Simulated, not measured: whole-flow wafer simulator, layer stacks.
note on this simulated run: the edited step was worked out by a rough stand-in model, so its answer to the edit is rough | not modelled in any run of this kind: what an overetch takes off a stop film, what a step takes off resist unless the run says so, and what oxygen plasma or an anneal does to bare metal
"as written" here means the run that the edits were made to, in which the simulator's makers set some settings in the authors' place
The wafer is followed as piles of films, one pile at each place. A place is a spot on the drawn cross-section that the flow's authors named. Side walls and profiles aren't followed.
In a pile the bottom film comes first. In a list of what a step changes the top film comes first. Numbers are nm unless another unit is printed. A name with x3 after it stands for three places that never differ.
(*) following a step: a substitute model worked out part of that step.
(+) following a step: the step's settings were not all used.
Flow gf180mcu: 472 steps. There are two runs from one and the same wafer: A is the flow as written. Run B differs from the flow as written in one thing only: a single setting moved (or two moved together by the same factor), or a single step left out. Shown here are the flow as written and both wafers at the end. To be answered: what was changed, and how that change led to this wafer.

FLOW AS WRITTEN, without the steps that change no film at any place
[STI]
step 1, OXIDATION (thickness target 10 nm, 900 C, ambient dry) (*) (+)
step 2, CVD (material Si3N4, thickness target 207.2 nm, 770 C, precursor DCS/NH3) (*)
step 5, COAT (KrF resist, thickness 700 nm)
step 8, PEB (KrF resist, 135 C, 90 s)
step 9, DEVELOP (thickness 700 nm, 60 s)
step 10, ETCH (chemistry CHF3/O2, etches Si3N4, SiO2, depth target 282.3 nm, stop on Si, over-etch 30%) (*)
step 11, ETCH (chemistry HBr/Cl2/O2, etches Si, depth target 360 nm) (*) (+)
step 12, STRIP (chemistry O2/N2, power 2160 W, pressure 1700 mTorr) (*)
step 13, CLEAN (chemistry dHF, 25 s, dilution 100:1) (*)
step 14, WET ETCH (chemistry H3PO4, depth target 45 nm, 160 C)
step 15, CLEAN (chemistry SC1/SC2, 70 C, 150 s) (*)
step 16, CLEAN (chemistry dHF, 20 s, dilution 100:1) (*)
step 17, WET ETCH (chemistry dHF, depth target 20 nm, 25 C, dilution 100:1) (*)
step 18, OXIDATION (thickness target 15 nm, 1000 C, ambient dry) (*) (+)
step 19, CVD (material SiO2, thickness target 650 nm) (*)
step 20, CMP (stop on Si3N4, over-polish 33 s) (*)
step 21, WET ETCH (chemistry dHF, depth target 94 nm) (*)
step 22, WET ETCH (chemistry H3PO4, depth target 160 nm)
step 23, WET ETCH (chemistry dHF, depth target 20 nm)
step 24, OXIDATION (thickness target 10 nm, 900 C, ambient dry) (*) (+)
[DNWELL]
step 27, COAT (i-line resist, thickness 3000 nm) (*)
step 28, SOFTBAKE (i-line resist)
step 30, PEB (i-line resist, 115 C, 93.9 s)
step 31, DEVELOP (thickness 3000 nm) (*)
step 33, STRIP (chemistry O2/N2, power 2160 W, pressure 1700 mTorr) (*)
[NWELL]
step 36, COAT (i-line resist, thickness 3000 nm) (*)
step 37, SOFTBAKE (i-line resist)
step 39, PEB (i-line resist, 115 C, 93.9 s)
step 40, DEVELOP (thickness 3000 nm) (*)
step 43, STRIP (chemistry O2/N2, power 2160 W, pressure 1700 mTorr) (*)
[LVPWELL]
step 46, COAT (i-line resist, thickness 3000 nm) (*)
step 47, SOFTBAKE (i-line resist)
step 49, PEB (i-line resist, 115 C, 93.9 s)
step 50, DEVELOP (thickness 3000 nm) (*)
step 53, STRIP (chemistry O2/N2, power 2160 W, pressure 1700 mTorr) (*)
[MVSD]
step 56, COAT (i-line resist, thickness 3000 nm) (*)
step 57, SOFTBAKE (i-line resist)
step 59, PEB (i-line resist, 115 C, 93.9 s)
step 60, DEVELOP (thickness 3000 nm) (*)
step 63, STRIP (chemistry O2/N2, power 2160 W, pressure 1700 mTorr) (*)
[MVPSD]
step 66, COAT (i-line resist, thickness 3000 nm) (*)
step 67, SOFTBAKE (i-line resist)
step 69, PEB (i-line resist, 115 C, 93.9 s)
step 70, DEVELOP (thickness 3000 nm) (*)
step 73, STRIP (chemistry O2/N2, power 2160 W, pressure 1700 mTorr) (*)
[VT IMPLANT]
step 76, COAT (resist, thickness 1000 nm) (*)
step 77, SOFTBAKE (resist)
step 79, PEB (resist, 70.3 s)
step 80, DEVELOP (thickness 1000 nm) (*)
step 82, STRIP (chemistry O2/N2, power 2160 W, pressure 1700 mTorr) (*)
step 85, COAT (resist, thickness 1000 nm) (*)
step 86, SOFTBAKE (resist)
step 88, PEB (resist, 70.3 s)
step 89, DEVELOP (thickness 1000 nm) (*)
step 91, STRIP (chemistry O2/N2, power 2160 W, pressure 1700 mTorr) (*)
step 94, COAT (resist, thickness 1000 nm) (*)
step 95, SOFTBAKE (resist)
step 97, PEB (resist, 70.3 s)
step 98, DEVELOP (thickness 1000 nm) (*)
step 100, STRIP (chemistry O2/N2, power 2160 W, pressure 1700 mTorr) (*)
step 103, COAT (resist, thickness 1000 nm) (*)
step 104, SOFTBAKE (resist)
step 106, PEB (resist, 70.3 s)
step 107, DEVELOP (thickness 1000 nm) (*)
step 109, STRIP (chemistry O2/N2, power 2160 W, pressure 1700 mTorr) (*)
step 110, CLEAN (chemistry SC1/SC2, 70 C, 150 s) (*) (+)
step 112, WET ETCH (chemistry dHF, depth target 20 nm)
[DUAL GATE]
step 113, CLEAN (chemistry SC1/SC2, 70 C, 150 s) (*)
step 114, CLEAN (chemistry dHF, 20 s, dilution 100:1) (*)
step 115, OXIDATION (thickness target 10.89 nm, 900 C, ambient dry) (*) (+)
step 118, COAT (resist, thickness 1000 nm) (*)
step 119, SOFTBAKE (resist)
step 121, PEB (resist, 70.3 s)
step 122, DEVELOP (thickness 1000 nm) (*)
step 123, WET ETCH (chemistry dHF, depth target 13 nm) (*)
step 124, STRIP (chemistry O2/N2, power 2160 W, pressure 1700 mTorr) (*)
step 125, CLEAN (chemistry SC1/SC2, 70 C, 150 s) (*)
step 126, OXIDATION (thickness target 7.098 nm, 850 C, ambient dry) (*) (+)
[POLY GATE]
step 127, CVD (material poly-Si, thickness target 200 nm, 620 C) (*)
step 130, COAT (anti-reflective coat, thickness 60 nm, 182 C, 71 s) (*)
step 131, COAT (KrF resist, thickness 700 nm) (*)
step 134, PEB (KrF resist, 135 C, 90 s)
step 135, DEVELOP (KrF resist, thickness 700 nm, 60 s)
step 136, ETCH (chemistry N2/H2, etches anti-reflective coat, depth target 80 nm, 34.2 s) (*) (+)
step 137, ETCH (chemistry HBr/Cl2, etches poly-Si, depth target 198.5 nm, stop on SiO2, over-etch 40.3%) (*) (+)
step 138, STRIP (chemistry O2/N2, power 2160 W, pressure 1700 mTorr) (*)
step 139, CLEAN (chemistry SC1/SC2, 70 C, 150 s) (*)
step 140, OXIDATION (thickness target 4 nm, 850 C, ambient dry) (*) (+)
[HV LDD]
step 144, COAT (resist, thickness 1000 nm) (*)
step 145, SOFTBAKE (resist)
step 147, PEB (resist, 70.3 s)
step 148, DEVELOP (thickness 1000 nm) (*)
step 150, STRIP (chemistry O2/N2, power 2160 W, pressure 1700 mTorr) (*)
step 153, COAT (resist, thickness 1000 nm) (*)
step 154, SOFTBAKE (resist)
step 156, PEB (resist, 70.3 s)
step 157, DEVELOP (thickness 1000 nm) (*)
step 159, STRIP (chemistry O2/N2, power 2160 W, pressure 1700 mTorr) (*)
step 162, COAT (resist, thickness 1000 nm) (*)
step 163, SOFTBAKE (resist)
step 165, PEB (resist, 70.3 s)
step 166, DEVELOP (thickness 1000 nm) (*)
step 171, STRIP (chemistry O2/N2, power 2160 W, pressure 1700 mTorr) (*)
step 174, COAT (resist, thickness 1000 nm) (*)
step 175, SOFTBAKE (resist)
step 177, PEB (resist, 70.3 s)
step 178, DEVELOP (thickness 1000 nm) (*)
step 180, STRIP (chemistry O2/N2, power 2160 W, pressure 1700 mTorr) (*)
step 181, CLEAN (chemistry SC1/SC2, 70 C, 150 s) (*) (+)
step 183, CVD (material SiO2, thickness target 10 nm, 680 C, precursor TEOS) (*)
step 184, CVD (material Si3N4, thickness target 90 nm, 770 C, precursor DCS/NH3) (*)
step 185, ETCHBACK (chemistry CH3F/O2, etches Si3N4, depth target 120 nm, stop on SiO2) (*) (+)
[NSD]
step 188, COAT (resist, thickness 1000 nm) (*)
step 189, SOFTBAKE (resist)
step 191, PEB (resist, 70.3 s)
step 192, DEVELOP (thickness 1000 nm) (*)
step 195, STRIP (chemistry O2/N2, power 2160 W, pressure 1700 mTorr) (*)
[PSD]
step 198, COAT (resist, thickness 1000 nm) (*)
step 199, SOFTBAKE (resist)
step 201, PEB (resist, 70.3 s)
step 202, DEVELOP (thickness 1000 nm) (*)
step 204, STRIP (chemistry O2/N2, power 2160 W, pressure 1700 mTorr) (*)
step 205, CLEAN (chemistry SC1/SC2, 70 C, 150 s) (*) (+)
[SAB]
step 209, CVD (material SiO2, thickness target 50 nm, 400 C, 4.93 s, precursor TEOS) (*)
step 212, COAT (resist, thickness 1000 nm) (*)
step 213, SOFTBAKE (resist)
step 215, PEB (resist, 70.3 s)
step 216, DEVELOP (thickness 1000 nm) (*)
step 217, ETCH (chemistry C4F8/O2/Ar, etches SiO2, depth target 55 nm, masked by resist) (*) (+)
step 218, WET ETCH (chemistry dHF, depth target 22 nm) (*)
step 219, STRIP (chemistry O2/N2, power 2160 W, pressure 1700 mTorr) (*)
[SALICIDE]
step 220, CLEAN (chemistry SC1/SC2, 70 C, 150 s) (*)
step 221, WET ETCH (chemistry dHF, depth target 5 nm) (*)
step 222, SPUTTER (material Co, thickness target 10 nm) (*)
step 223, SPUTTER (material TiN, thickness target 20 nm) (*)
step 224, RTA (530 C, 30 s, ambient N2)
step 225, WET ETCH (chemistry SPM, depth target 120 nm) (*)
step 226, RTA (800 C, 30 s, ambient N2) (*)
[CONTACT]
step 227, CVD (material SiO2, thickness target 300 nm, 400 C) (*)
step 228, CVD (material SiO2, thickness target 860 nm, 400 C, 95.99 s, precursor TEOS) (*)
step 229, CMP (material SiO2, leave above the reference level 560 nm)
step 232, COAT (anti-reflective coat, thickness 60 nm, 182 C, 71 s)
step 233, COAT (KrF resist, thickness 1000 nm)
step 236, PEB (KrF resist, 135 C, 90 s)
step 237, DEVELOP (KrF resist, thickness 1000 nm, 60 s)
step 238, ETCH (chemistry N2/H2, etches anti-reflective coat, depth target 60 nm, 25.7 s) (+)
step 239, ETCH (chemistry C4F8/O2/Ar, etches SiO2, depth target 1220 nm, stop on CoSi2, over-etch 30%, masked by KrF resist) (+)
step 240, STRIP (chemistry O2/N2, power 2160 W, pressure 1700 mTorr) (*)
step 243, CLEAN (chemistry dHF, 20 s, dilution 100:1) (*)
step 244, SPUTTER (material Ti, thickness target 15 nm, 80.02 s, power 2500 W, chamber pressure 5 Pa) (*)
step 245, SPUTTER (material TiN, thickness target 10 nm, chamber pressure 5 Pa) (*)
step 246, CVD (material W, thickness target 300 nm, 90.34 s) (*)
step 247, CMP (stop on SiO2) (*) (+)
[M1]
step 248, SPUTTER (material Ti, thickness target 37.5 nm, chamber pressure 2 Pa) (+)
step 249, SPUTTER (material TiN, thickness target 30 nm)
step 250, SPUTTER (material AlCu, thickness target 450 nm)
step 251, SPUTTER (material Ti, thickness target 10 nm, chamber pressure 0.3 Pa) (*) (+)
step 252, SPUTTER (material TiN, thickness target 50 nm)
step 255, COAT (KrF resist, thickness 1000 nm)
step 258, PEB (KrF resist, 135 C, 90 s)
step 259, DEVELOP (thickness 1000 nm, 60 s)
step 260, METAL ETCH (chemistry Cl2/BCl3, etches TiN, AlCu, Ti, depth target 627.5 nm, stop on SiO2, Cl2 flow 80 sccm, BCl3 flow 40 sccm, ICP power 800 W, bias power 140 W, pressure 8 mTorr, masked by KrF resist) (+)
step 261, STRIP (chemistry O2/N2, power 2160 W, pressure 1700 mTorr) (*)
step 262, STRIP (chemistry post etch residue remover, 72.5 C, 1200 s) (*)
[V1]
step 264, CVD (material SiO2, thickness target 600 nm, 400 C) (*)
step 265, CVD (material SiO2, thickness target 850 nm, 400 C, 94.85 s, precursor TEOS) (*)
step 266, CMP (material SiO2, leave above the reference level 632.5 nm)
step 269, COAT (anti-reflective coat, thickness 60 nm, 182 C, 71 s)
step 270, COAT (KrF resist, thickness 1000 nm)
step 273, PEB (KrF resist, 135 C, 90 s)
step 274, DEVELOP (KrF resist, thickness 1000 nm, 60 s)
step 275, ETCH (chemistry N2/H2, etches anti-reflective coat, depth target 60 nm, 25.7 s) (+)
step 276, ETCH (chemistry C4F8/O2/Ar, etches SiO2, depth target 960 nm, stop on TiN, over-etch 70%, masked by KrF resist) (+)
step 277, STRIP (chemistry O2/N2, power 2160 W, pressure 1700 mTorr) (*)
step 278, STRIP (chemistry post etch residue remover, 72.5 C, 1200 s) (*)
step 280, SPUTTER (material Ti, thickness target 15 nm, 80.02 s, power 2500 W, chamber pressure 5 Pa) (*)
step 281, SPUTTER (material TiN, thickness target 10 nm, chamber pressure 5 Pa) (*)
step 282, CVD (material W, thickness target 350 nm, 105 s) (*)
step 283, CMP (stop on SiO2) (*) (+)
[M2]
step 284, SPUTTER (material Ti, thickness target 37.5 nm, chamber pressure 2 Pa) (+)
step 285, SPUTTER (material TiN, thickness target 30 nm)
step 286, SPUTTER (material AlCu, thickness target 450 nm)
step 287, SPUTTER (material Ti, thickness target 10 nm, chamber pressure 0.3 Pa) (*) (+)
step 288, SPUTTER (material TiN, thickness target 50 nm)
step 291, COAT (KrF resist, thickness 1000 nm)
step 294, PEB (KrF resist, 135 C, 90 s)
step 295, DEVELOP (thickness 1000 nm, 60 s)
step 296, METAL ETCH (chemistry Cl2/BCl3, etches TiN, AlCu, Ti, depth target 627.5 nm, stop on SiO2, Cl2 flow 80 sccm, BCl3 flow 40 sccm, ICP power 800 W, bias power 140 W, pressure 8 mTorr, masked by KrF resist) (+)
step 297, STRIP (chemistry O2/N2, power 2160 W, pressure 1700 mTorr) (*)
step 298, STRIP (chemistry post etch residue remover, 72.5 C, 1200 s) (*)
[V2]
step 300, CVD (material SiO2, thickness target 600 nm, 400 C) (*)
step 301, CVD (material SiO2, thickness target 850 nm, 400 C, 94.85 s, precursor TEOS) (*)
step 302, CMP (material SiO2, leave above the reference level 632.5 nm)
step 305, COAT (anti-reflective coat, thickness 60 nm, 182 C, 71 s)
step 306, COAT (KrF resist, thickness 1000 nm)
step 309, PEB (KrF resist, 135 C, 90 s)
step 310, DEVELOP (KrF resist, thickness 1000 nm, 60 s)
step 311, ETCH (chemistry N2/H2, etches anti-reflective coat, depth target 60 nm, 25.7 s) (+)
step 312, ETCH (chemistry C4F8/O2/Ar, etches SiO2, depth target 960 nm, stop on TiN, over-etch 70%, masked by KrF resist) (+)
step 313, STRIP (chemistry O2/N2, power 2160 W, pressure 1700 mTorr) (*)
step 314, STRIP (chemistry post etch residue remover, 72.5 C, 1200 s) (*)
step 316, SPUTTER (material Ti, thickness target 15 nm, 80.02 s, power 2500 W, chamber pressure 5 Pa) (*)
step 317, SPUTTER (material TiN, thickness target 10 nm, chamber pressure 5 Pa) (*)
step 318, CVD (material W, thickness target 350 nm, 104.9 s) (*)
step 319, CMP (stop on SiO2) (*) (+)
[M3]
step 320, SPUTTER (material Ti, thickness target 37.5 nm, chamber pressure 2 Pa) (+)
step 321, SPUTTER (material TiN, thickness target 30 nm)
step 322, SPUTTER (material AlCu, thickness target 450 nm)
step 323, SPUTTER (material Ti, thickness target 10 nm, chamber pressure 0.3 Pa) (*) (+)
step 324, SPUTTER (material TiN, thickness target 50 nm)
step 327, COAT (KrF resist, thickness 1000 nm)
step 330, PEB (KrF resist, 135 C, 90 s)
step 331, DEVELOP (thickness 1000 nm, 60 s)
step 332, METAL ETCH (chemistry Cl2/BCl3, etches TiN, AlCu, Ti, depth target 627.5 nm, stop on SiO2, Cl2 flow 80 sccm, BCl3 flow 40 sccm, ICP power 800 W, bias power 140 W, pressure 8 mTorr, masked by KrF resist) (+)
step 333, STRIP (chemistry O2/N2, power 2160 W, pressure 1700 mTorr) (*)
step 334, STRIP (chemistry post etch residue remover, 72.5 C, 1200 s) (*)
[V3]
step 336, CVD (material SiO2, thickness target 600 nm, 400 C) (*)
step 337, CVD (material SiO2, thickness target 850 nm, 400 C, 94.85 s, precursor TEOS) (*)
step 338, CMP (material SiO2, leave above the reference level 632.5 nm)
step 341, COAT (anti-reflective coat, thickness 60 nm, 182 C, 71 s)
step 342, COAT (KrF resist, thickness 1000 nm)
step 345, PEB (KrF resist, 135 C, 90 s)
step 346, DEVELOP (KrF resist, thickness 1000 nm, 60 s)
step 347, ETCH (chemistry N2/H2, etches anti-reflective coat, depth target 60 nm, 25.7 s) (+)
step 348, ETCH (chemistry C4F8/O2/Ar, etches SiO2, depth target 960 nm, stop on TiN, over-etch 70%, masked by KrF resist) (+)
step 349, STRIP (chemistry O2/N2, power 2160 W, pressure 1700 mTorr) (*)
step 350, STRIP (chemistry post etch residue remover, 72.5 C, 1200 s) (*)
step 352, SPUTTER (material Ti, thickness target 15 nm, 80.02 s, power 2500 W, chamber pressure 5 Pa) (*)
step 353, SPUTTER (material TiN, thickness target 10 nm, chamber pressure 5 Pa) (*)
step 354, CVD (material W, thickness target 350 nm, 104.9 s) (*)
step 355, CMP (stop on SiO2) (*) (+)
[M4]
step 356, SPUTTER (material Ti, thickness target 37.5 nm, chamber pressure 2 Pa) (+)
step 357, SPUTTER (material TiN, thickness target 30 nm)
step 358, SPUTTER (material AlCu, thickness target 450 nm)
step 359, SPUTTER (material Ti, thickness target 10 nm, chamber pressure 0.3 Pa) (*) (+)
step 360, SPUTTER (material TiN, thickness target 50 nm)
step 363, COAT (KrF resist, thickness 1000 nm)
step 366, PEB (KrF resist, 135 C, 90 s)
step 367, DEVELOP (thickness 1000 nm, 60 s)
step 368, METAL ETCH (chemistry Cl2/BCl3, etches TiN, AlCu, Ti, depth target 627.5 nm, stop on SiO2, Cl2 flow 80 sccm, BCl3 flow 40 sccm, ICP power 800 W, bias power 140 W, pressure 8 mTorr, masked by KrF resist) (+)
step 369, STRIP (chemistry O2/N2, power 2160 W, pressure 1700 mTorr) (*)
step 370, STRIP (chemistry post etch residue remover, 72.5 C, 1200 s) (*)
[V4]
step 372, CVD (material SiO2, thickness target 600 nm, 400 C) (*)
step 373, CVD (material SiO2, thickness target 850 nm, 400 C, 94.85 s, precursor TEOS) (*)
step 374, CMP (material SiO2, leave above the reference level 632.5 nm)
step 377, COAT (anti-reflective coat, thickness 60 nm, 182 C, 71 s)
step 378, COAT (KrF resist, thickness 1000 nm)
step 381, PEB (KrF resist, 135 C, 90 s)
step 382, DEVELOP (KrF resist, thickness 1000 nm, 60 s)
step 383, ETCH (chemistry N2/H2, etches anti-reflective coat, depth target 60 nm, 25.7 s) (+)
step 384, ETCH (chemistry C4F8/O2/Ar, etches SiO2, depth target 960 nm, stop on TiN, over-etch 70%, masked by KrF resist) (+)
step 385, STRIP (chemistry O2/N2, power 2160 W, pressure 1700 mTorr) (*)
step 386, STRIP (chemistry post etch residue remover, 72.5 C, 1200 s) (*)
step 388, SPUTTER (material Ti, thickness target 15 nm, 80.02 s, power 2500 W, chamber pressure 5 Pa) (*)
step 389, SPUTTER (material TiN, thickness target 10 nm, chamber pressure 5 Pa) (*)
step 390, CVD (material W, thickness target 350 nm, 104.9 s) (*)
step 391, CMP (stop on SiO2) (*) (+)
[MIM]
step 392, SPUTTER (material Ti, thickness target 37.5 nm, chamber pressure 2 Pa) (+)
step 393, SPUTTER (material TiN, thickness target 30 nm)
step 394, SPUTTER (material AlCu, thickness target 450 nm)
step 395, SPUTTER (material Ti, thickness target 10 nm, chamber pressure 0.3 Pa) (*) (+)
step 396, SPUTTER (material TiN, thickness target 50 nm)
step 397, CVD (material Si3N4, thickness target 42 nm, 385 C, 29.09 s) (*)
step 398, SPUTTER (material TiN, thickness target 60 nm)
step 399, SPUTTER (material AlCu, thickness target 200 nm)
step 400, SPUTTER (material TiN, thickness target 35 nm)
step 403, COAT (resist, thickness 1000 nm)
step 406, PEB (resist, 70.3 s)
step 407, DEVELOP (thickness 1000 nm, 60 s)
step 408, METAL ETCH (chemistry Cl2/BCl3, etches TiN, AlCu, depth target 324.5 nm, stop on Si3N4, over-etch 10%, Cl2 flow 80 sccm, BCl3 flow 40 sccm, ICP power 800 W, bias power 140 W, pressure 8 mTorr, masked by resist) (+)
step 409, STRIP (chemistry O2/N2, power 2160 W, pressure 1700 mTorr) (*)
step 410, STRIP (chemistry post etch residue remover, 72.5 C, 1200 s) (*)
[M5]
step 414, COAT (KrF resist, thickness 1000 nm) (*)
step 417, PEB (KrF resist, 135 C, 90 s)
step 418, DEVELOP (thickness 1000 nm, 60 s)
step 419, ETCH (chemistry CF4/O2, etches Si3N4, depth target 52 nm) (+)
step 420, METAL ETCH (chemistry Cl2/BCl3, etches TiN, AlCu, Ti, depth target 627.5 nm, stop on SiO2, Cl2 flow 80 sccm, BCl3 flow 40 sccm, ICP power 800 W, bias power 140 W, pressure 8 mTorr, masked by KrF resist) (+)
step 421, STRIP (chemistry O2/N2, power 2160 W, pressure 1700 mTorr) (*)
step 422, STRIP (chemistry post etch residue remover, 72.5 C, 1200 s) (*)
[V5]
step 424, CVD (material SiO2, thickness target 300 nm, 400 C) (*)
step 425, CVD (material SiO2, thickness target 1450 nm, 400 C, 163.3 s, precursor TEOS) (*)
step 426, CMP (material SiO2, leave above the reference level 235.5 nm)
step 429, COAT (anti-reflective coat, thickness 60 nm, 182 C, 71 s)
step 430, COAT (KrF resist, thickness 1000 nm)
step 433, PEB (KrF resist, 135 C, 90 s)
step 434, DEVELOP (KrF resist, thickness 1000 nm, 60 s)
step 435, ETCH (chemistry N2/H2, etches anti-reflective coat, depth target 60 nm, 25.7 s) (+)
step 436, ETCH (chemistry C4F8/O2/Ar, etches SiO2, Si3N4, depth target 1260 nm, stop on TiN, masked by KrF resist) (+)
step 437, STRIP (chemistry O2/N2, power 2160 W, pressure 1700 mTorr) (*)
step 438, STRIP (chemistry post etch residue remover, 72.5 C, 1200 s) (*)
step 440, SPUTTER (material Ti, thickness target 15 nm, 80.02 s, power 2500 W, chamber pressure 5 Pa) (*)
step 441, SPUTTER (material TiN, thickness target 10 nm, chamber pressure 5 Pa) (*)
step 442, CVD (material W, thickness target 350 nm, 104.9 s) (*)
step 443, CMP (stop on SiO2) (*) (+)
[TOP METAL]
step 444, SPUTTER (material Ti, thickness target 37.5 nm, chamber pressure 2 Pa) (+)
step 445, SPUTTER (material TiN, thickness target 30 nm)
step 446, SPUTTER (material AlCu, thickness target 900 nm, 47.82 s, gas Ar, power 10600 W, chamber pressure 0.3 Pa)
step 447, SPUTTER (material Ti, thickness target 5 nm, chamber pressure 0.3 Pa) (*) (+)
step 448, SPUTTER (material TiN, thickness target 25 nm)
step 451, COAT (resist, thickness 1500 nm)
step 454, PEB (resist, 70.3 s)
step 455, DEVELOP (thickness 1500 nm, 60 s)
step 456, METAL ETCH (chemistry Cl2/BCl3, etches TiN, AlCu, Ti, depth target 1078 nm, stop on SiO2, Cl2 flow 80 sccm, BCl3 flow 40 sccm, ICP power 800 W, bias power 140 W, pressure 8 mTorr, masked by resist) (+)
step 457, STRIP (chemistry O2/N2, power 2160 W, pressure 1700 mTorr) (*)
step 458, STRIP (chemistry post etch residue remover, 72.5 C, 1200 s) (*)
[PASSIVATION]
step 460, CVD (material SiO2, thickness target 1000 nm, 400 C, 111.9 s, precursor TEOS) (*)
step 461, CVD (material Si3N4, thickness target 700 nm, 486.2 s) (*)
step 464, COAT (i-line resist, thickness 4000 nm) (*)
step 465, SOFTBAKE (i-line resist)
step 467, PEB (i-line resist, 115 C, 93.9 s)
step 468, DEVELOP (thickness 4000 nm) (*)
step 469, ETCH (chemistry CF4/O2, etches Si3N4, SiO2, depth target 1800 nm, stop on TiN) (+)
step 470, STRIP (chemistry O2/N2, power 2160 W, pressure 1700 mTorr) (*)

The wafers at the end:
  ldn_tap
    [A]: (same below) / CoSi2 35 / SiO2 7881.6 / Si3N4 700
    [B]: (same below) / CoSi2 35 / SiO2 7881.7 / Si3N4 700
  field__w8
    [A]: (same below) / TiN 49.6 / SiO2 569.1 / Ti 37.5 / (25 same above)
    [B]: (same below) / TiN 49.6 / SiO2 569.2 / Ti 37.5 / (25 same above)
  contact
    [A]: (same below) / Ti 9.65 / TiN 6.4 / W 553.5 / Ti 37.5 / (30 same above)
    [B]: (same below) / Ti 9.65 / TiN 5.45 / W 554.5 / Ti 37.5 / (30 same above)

Cause: step 317, SPUTTER: thickness target 8.5 nm was run, though the flow has thickness target 10 nm.

The path from the change to this, step by step:
  step 317, SPUTTER (material TiN, thickness target 10 nm, chamber pressure 5 Pa) (*)
      field, field__w1, field__w2 and 107 more: A +10 TiN (new film) | B +8.5 TiN (new film)
      contact: A +6.4 TiN (new film) | B +5.45 TiN (new film)
  step 319, CMP (stop on SiO2) (*) (+)
      field, field__w1, field__w2 and 107 more: A -350 W (all of it), -10 TiN (all of it), -15 Ti (all of it), -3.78 SiO2 | B -350 W (all of it), -8.5 TiN (all of it), -15 Ti (all of it), -3.77 SiO2
